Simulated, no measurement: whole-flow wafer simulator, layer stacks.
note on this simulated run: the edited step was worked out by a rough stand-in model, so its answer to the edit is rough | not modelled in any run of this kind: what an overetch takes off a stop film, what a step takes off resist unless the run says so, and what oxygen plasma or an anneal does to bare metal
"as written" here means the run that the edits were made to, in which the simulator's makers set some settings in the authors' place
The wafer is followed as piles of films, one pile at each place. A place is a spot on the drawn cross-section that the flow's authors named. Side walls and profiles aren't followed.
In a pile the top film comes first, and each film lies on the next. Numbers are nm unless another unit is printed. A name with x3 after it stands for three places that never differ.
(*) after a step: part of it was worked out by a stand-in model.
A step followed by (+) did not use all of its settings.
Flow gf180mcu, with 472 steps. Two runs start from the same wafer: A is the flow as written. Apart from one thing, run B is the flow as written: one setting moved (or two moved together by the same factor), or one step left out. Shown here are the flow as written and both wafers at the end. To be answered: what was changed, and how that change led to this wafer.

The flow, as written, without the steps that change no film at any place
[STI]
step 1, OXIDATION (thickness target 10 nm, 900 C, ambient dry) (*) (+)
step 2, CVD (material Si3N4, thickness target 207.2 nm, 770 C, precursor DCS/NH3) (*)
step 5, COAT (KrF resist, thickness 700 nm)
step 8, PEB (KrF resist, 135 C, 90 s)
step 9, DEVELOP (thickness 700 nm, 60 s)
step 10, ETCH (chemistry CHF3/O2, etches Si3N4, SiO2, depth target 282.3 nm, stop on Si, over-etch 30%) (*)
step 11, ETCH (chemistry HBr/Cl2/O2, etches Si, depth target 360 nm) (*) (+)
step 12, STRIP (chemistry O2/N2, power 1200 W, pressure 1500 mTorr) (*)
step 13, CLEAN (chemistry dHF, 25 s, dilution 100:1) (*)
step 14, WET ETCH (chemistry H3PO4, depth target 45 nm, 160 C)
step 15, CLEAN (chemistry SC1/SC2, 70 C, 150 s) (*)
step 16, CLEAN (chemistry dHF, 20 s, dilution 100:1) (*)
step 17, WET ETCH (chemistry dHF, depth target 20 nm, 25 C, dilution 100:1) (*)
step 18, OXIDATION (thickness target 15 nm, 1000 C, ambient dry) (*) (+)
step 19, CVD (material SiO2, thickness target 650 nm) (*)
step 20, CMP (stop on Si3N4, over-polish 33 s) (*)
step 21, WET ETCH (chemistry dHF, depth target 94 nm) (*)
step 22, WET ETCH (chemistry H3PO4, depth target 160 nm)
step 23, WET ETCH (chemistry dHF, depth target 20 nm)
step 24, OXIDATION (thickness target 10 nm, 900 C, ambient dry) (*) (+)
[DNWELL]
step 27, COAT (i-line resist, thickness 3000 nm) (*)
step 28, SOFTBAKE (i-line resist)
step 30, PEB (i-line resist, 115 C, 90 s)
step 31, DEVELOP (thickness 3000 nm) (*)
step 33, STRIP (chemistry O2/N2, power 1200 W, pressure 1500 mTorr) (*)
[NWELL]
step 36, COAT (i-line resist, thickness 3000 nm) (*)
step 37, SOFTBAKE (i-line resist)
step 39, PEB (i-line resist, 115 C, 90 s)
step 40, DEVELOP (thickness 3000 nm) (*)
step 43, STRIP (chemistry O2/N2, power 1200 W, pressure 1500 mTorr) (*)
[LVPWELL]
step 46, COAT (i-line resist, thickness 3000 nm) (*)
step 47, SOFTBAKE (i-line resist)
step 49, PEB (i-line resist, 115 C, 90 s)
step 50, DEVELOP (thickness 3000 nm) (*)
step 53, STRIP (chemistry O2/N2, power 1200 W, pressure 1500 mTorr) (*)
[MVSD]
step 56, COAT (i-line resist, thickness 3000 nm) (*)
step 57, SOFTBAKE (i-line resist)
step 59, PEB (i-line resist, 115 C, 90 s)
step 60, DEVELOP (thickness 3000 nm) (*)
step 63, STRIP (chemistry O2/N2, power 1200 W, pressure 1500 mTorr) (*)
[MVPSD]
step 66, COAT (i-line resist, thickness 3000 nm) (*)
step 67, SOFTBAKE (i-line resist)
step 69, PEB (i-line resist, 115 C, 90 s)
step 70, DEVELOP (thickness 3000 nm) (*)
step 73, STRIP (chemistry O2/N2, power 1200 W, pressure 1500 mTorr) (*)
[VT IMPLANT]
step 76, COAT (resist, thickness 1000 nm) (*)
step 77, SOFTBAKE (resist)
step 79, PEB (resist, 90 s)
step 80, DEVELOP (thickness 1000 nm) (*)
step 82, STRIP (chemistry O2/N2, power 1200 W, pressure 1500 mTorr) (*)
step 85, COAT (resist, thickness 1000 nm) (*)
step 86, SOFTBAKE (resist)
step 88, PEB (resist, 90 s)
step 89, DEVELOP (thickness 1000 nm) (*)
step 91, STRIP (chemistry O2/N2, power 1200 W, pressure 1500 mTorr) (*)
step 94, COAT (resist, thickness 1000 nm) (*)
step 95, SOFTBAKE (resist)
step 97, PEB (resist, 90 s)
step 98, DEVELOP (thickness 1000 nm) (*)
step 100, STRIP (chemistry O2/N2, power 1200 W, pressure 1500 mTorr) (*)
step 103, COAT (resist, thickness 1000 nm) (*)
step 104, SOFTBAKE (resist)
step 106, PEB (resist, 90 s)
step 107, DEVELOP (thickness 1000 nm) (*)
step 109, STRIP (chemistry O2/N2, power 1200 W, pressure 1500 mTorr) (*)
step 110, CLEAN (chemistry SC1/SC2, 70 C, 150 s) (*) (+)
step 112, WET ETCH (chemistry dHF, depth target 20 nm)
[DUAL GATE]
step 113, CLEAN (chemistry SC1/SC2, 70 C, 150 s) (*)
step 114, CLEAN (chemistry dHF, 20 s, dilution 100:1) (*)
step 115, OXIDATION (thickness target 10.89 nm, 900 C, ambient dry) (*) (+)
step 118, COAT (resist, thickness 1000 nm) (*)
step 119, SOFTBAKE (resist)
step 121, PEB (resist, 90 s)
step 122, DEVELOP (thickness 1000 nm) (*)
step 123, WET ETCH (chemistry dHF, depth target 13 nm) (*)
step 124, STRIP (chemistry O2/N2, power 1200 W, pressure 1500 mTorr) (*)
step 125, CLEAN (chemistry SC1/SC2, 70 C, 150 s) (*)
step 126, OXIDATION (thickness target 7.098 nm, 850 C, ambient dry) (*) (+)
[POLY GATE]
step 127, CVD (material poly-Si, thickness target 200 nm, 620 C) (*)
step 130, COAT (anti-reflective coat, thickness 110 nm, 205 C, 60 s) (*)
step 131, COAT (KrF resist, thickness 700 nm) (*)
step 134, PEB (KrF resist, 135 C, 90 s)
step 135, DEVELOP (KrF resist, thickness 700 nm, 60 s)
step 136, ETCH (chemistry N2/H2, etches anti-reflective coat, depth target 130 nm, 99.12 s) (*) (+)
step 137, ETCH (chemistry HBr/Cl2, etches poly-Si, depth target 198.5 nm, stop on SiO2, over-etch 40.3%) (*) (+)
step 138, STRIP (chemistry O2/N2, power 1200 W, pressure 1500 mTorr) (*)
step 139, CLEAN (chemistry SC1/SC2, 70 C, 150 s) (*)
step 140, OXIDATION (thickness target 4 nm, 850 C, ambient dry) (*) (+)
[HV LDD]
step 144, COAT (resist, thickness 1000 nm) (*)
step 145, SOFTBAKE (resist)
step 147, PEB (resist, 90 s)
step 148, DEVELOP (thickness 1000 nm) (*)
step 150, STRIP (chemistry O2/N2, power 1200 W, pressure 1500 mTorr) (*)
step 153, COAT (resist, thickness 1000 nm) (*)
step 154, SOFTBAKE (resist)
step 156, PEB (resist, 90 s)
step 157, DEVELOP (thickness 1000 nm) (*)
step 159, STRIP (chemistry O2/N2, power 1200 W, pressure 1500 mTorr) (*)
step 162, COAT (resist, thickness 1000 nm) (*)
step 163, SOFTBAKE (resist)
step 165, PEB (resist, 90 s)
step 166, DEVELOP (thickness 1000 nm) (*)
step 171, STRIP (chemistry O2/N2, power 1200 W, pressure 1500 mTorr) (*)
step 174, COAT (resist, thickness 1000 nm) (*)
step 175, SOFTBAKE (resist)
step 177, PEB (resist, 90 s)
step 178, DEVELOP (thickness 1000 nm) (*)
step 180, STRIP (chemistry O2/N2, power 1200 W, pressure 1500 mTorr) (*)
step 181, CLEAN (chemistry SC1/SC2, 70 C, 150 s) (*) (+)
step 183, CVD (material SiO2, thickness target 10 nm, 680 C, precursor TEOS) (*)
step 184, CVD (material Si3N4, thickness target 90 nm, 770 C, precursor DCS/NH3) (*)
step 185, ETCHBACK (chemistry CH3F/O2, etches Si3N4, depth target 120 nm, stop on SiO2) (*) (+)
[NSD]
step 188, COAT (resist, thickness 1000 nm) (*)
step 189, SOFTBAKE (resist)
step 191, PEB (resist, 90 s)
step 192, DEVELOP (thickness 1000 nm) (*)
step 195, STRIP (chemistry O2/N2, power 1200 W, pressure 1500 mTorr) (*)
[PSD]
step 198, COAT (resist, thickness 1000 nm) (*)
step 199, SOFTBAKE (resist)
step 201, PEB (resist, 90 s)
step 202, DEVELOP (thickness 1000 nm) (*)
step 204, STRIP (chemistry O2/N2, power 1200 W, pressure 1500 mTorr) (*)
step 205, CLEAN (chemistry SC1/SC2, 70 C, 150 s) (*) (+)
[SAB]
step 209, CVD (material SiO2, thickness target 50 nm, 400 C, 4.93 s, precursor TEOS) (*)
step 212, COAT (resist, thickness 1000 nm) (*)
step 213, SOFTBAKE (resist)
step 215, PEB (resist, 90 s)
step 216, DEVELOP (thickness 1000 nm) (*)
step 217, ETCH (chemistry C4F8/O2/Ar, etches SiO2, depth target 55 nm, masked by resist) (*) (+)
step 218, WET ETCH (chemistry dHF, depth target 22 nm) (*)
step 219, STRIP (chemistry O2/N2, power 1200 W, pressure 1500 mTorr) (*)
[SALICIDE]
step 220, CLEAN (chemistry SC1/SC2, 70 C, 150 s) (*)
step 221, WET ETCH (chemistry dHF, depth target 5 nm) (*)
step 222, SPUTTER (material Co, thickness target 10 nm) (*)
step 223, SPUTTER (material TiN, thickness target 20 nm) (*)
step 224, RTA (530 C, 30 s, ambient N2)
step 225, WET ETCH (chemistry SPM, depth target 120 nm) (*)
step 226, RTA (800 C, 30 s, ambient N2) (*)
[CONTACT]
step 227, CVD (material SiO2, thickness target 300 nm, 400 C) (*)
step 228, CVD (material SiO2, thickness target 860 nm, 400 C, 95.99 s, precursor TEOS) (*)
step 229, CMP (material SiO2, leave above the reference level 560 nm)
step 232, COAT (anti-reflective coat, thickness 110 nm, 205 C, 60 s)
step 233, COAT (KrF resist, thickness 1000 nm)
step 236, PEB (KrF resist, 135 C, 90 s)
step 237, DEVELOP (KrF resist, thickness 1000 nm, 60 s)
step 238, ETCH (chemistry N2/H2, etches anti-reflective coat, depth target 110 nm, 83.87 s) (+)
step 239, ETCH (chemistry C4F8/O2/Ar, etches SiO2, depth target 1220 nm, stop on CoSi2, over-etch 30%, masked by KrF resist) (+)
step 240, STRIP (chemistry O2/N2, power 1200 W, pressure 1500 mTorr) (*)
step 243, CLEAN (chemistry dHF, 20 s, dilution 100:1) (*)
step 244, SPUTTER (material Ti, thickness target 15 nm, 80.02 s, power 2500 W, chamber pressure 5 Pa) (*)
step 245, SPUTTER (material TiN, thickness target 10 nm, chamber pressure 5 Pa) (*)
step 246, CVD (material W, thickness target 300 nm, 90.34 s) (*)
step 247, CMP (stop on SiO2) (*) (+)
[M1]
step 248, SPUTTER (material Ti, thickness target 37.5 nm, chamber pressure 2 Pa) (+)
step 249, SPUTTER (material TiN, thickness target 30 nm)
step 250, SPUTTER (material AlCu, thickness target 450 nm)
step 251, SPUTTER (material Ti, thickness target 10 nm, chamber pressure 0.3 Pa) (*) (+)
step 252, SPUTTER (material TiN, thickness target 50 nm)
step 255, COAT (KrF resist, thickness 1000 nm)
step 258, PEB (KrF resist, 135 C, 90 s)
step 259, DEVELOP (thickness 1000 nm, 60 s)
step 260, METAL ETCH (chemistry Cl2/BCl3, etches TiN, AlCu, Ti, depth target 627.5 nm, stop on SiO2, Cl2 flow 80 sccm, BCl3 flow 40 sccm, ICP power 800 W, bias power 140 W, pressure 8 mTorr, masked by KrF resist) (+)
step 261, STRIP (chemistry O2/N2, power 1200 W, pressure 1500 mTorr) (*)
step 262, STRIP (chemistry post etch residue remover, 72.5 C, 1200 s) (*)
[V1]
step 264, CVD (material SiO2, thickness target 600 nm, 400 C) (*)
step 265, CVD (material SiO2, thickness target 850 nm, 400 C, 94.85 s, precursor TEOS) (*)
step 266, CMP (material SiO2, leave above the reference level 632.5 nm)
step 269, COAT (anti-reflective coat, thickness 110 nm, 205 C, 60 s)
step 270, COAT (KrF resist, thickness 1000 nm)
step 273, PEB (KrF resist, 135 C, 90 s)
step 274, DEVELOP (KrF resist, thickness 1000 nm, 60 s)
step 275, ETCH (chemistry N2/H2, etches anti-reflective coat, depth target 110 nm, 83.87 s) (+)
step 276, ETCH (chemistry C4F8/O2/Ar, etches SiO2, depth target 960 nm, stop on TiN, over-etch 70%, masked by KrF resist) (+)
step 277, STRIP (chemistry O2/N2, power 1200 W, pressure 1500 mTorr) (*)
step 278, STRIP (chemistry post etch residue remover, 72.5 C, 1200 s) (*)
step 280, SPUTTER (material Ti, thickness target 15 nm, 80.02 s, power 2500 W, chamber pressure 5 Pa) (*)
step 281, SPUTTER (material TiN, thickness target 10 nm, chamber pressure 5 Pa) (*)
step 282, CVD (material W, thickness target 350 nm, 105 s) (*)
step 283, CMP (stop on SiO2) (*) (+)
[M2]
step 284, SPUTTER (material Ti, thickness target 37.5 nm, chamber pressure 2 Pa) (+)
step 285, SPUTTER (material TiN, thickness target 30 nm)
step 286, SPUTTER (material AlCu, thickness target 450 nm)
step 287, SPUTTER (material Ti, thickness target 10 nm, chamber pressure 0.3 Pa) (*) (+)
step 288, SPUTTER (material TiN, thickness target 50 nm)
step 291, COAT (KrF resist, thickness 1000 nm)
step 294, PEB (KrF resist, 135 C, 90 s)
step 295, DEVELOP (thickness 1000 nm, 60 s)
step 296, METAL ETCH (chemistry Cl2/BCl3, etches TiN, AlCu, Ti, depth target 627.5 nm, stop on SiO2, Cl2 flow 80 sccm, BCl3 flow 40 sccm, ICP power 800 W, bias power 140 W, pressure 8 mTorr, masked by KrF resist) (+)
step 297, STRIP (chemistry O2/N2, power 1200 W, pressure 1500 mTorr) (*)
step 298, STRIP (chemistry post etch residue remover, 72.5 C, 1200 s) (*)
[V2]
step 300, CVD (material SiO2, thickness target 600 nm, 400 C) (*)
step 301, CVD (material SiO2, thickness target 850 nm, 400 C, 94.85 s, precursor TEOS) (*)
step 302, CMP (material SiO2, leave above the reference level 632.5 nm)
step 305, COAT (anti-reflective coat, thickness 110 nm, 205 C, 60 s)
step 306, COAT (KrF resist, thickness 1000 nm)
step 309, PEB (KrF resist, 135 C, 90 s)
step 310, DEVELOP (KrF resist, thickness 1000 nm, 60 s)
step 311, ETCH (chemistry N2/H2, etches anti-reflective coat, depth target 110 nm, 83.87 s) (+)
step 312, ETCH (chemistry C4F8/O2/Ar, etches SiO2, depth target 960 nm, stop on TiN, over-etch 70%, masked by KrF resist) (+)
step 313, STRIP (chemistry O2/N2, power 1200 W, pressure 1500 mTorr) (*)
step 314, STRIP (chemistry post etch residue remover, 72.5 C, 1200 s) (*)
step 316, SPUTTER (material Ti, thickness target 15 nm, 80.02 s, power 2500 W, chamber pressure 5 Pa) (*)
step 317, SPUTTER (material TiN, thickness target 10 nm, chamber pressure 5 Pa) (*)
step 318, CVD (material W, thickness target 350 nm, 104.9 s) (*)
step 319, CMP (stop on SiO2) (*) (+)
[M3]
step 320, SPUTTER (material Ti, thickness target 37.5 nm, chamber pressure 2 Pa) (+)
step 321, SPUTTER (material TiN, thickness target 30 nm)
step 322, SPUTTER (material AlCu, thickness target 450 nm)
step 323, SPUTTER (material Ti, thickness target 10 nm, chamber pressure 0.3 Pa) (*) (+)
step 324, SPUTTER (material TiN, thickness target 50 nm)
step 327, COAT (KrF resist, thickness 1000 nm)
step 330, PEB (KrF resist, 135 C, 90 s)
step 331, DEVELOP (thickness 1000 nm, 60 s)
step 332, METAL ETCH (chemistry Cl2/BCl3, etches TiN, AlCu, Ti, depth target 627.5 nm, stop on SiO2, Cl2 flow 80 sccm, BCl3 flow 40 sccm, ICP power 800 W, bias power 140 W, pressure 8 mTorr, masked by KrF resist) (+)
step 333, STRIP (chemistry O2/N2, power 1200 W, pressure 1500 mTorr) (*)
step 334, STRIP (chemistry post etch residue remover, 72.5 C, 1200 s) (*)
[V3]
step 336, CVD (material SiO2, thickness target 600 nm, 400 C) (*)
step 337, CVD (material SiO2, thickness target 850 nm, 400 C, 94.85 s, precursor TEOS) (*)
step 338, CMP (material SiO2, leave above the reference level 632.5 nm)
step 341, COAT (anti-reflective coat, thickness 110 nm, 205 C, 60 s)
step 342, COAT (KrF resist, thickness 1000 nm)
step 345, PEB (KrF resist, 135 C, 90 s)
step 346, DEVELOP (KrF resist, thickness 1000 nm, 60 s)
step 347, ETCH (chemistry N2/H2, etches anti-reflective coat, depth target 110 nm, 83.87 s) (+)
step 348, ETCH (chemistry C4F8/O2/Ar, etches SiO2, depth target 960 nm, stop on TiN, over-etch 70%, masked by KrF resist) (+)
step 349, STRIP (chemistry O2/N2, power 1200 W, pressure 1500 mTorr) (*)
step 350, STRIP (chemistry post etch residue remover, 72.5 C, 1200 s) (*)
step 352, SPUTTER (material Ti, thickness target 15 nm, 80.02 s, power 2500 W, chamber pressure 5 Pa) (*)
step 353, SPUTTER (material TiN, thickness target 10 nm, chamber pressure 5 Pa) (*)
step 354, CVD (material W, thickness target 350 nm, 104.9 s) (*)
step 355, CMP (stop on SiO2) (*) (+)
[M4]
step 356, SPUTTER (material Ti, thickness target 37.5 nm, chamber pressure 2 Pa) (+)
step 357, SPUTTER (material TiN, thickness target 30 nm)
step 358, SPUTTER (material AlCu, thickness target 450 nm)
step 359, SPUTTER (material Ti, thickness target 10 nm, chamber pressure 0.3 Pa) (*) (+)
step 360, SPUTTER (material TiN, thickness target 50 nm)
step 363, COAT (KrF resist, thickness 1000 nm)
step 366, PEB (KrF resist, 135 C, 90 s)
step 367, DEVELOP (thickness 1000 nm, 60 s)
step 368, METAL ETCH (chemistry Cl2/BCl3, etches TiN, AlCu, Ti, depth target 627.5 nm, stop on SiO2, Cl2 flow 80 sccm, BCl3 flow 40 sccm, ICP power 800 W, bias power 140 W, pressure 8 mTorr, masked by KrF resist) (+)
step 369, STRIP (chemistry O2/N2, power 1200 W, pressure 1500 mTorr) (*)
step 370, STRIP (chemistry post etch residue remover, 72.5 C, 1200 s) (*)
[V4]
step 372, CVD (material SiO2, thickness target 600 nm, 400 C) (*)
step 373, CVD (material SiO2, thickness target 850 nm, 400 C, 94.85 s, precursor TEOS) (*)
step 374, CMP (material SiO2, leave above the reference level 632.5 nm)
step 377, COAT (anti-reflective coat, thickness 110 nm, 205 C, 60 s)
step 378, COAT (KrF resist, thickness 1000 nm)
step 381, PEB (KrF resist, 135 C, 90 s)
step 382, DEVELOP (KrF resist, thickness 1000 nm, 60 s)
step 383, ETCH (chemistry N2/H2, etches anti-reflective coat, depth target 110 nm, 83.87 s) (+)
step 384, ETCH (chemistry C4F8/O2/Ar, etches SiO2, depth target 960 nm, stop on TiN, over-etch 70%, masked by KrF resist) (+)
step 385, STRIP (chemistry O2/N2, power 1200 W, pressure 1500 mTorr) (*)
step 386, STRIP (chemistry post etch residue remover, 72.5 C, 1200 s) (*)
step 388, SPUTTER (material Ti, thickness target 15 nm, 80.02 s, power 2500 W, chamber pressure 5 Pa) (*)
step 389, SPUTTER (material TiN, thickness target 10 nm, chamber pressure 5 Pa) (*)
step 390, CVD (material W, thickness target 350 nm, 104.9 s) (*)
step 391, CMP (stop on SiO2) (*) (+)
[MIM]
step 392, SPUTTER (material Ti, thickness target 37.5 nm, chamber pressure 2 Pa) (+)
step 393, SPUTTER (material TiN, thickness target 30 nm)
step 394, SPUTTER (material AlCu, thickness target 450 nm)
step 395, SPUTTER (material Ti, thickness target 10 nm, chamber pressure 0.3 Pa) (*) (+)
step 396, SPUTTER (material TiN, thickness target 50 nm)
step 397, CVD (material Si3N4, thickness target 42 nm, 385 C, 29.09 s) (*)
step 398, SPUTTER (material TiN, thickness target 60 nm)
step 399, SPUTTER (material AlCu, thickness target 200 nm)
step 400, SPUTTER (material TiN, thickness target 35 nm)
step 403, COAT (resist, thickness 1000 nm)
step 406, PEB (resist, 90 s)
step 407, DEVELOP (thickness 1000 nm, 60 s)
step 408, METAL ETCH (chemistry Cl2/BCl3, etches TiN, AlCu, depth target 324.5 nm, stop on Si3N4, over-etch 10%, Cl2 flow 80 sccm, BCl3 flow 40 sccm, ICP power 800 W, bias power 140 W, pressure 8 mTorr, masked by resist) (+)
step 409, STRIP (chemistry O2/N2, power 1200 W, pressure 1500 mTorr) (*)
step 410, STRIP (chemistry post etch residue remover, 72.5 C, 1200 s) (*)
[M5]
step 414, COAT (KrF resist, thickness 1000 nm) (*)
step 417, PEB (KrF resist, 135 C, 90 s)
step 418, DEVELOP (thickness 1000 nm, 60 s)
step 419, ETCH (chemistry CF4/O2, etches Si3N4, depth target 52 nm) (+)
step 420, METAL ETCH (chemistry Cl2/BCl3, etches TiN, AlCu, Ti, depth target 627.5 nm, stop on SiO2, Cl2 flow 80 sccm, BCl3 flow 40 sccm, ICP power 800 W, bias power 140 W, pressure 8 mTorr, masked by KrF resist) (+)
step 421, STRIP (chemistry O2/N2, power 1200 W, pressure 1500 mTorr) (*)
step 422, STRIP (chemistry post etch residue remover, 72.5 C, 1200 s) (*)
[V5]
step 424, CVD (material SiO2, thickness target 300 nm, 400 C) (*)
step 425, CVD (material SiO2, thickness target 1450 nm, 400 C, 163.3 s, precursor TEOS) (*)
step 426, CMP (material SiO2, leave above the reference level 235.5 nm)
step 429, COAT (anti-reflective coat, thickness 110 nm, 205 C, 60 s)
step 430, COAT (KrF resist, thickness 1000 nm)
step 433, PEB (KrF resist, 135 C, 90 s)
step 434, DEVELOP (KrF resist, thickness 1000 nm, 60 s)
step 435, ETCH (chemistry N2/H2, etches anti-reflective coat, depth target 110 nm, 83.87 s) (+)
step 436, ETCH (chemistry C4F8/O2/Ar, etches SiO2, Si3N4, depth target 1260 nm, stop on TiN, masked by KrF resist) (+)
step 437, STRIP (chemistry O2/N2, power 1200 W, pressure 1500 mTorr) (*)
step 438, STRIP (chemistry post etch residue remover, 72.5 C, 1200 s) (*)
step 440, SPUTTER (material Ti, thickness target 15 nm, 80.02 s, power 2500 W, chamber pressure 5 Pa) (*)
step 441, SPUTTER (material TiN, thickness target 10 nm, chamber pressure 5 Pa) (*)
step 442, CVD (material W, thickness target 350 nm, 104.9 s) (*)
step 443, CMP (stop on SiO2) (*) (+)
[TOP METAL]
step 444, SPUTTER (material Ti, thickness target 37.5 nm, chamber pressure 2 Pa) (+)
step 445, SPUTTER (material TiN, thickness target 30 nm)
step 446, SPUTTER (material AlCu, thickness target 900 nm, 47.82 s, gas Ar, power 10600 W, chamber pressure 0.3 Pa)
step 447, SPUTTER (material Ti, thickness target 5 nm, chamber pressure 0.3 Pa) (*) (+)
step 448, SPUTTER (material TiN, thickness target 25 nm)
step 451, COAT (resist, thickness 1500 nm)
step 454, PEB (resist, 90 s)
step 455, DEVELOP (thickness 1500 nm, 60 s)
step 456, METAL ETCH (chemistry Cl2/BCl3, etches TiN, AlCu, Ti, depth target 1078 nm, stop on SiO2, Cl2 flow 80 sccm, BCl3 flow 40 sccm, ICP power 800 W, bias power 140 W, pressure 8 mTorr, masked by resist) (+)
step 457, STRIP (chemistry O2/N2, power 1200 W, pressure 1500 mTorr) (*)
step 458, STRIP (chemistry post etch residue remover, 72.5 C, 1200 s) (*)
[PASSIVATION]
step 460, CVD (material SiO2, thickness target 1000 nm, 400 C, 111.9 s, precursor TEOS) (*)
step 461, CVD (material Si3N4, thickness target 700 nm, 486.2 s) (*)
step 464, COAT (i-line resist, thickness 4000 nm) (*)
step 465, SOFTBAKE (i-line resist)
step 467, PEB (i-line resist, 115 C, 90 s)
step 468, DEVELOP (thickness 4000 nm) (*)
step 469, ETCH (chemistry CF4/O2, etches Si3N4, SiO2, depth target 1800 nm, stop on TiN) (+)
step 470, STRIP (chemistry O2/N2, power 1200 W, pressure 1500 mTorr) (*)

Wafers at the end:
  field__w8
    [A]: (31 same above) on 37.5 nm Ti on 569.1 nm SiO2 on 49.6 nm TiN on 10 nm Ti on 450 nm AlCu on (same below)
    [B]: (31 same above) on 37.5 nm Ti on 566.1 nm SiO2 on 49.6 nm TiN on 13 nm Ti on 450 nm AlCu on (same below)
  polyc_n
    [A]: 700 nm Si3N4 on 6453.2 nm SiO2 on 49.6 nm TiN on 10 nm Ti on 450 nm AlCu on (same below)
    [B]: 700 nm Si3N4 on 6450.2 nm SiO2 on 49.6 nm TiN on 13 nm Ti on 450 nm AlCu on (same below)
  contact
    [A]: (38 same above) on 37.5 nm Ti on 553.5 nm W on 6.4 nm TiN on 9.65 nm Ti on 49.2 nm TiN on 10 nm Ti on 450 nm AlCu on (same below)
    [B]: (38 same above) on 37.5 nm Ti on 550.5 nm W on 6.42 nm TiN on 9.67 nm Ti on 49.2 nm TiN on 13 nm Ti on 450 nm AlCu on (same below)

The reason: step 251, SPUTTER: thickness target 13 nm was run, whereas the flow has thickness target 10 nm.
The wafer lets one read it off: field__w8 has Ti 13, and step 251 as written asks for 10 nm.

How this came from the change, step by step:
  step 251, SPUTTER (material Ti, thickness target 10 nm, chamber pressure 0.3 Pa) (*) (+)
      field, field__w1, field__w2 and 108 more: A +10 Ti (new film) | B +13 Ti (new film)
  step 260, METAL ETCH (chemistry Cl2/BCl3, etches TiN, AlCu, Ti, depth target 627.5 nm, stop on SiO2, Cl2 flow 80 sccm, BCl3 flow 40 sccm, ICP power 800 W, bias power 140 W, pressure 8 mTorr, masked by KrF resist) (+)
      field, field__w1, field__w2 and 99 more: A -50 TiN (all of it), -10 Ti (all of it), -450 AlCu (all of it), -30 TiN (all of it), -37.5 Ti (all of it) | B -50 TiN (all of it), -13 Ti (all of it), -450 AlCu (all of it), -30 TiN (all of it), -37.5 Ti (all of it)
